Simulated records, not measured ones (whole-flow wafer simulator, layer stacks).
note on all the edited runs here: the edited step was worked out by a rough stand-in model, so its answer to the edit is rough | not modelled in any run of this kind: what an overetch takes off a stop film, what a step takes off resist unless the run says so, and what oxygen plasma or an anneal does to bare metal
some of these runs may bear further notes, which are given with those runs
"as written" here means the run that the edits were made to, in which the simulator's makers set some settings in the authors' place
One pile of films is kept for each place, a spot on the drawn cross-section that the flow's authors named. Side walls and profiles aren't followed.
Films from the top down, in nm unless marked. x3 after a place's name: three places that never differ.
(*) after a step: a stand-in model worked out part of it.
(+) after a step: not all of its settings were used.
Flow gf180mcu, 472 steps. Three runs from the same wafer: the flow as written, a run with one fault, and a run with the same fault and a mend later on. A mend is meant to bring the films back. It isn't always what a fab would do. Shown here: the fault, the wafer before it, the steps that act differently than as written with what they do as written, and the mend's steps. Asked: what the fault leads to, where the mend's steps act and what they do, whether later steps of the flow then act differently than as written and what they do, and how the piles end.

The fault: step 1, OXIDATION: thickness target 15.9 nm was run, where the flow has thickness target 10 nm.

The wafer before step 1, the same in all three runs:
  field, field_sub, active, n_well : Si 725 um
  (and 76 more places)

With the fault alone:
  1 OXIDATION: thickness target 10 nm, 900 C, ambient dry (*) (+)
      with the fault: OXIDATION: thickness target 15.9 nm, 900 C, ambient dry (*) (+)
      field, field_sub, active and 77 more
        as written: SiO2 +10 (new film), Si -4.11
        with the fault: SiO2 +15.9 (new film), Si -6.71
  Later steps of the flow that act differently than as written (93 more steps differ only slightly, by at most 2% or 0.5 nm, whichever is larger, and aren't shown):
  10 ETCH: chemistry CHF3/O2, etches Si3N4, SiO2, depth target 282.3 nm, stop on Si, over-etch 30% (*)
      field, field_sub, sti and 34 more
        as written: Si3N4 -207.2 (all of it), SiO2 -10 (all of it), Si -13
        with the fault: Si3N4 -207.2 (all of it), SiO2 -15.9 (all of it), Si -11.8
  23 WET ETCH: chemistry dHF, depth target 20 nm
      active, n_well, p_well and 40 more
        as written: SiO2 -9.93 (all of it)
        with the fault: SiO2 -15.8 (all of it)
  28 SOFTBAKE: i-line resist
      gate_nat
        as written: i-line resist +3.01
        with the fault: i-line resist +3.53
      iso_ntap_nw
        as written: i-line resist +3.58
        with the fault: i-line resist +4.14
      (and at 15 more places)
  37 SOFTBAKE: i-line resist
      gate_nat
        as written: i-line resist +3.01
        with the fault: i-line resist +3.53
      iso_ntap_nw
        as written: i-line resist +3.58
        with the fault: i-line resist +4.14
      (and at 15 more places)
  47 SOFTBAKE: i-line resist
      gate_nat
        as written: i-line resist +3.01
        with the fault: i-line resist +3.53
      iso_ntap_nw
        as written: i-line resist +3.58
        with the fault: i-line resist +4.14
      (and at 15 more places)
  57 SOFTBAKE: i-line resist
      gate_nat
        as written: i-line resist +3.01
        with the fault: i-line resist +3.53
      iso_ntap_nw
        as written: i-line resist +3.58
        with the fault: i-line resist +4.14
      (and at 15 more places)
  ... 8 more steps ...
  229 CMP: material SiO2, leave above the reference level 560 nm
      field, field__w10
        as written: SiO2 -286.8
        with the fault: SiO2 -292.7
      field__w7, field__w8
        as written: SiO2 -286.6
        with the fault: SiO2 -292.5
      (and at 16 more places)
  At the end the piles differ from the flow's only slightly at the places that both follow, by at most 2% or 0.5 nm, whichever is larger.

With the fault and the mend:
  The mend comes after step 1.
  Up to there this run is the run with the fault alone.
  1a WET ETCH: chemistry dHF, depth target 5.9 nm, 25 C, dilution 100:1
      field, field_sub, active and 77 more
        SiO2 -5.9
  No later step of the flow acts differently than as written at any place that is followed.
  At the end the piles differ from the flow's only slightly at the places that both follow, by at most 2% or 0.5 nm, whichever is larger.
